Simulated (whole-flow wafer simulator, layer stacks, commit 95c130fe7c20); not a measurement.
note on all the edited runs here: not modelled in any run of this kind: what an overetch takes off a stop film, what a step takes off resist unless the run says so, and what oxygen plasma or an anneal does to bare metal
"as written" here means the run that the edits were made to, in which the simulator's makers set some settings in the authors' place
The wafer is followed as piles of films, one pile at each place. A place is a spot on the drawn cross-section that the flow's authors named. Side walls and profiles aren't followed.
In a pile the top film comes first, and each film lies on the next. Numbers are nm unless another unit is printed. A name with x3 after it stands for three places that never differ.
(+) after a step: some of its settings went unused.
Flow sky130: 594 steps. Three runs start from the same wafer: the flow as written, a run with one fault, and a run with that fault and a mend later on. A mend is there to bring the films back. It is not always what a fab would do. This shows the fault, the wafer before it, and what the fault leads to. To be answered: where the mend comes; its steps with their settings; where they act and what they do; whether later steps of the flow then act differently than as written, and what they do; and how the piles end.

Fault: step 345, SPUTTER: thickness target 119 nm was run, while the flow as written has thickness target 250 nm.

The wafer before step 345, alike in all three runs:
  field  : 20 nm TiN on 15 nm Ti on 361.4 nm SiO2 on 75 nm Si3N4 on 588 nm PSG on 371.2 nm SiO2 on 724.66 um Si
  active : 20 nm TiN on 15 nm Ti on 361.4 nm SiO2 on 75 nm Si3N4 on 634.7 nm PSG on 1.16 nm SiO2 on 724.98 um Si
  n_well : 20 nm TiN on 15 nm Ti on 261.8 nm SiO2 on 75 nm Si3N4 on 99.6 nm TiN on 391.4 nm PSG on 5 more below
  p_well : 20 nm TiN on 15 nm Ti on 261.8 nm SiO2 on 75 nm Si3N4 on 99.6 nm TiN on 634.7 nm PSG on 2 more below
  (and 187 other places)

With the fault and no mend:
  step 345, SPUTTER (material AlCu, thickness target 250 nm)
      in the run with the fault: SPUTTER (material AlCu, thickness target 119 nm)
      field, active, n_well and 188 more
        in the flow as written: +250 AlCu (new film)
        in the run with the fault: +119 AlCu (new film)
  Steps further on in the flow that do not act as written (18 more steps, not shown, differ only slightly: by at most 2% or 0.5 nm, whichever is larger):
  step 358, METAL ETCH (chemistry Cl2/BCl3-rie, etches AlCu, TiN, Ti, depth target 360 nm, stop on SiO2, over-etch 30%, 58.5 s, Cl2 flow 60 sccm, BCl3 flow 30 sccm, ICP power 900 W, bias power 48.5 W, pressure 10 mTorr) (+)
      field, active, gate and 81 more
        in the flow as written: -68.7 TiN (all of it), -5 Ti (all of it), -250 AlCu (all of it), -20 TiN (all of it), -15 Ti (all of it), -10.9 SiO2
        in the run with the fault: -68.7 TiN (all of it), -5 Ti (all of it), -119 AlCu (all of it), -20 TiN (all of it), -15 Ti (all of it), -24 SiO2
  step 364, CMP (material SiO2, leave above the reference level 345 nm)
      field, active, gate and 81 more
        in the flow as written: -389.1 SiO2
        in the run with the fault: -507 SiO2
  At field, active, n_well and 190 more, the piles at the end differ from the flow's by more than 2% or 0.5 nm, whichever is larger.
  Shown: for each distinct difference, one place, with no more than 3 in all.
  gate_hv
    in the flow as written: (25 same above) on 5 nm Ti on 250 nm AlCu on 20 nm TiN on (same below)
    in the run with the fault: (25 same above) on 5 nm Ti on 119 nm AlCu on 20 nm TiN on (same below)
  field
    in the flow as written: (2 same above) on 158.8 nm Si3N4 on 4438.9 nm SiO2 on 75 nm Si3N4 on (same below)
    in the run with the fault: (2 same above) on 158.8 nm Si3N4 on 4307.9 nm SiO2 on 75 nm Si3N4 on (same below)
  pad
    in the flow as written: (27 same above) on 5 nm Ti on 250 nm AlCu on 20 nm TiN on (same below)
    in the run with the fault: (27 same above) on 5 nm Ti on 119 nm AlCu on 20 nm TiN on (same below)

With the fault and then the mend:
  The mend stands after step 345.
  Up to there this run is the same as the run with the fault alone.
  step 345a, SPUTTER (material AlCu, thickness target 131 nm) (the flow's step 345, run once more with other settings)
      field, active, n_well and 188 more
        +131 AlCu
  Every later step of the flow that is run acts as written at every place that is followed.
  By the end, the piles equal the flow's at every place that both follow.
